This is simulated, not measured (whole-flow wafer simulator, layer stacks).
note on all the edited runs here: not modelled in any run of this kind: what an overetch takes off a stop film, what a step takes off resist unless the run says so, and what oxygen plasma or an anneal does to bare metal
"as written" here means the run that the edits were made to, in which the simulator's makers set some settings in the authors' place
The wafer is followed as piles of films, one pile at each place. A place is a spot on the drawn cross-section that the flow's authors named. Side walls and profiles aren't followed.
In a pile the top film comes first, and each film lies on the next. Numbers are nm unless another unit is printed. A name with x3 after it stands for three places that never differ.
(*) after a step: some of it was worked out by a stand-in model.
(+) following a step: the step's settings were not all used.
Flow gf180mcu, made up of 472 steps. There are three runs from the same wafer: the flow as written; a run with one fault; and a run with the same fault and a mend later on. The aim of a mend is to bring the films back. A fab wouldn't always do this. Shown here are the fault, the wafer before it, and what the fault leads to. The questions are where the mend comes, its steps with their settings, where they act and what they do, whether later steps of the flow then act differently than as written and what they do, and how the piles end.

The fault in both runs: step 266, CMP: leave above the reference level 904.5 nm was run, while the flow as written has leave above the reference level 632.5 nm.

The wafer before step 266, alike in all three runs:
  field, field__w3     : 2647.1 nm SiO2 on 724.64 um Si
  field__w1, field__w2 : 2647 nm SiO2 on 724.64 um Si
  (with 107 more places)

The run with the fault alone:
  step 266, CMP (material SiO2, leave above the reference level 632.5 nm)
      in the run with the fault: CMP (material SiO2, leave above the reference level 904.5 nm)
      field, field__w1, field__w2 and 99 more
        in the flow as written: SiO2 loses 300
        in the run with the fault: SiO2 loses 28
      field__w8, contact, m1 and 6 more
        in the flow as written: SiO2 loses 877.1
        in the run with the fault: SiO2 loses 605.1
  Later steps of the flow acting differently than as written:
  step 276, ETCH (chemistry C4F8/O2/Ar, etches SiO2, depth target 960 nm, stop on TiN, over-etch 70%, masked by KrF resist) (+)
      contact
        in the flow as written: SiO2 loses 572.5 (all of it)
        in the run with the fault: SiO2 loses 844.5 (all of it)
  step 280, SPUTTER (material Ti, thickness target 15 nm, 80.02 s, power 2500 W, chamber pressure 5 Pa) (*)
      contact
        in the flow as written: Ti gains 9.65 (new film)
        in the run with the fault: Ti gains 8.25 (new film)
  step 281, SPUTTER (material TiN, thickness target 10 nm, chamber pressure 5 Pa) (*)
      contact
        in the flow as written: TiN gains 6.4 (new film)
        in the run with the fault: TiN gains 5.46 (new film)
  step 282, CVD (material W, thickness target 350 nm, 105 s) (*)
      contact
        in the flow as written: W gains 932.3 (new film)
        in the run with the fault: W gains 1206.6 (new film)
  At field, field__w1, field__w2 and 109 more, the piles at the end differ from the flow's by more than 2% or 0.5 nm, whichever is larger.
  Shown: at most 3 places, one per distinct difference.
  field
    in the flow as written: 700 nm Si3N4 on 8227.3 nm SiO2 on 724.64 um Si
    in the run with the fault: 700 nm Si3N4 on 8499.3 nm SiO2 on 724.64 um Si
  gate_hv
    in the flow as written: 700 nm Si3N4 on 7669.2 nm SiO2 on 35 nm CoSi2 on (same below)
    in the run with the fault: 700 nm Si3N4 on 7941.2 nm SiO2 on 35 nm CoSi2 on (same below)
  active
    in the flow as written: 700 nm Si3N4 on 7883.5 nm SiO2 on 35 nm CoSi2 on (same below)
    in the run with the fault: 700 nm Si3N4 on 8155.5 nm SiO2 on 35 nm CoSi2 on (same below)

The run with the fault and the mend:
  The mend follows step 266.
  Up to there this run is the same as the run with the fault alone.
  step 266a, CMP (material SiO2, leave above the reference level 632.5 nm) (the flow's step 266, run once more)
      field, field__w1, field__w2 and 108 more
        SiO2 loses 272
  Every later step of the flow that is run acts as written at every place that is followed.
  The piles end the same as the flow's at every place that both follow.
